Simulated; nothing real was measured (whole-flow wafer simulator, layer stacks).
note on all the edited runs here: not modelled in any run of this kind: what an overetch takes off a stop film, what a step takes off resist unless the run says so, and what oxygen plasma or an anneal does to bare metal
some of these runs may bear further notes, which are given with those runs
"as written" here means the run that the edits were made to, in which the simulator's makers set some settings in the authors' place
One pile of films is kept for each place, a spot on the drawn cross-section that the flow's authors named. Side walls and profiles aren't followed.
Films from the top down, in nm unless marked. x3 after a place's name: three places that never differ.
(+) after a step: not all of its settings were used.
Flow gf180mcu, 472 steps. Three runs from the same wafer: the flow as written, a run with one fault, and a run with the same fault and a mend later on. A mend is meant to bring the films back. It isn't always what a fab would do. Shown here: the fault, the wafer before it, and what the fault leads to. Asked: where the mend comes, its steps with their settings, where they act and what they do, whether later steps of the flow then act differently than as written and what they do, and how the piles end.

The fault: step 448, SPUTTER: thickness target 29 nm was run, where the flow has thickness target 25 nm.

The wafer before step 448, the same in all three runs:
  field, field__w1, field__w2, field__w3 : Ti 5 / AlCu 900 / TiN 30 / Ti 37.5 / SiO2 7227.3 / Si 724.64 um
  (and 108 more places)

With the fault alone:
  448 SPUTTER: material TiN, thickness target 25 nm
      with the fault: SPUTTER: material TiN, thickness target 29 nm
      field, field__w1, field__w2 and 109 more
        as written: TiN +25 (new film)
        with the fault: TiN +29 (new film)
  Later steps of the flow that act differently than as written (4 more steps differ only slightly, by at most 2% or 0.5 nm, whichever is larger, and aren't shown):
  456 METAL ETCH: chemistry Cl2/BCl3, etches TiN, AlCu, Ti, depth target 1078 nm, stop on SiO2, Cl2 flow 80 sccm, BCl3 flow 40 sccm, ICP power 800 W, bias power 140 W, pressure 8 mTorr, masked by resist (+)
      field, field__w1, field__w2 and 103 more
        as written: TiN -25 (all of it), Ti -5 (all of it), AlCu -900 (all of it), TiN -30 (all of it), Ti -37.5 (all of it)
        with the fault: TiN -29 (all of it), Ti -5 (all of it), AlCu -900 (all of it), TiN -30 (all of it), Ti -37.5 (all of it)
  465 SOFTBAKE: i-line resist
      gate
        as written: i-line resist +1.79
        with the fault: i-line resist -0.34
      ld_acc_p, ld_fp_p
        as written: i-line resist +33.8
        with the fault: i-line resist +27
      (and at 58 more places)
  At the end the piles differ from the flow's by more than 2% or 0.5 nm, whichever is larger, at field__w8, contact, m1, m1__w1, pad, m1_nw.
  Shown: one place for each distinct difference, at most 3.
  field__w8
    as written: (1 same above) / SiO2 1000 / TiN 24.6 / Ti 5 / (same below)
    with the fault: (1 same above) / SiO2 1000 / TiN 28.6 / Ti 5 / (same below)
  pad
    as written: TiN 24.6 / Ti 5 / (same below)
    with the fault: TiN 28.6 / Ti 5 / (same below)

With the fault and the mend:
  The mend comes after step 448.
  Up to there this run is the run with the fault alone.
  448a METAL ETCH: chemistry Cl2/BCl3, etches TiN, AlCu, Ti, depth target 4 nm, Cl2 flow 80 sccm, BCl3 flow 40 sccm, ICP power 800 W, bias power 140 W, pressure 8 mTorr (the flow's step 260 once more, with other settings)
      field, field__w1, field__w2 and 109 more
        TiN -4
  No later step of the flow acts differently than as written at any place that is followed.
  At the end the piles are the same as the flow's at every place that both follow.
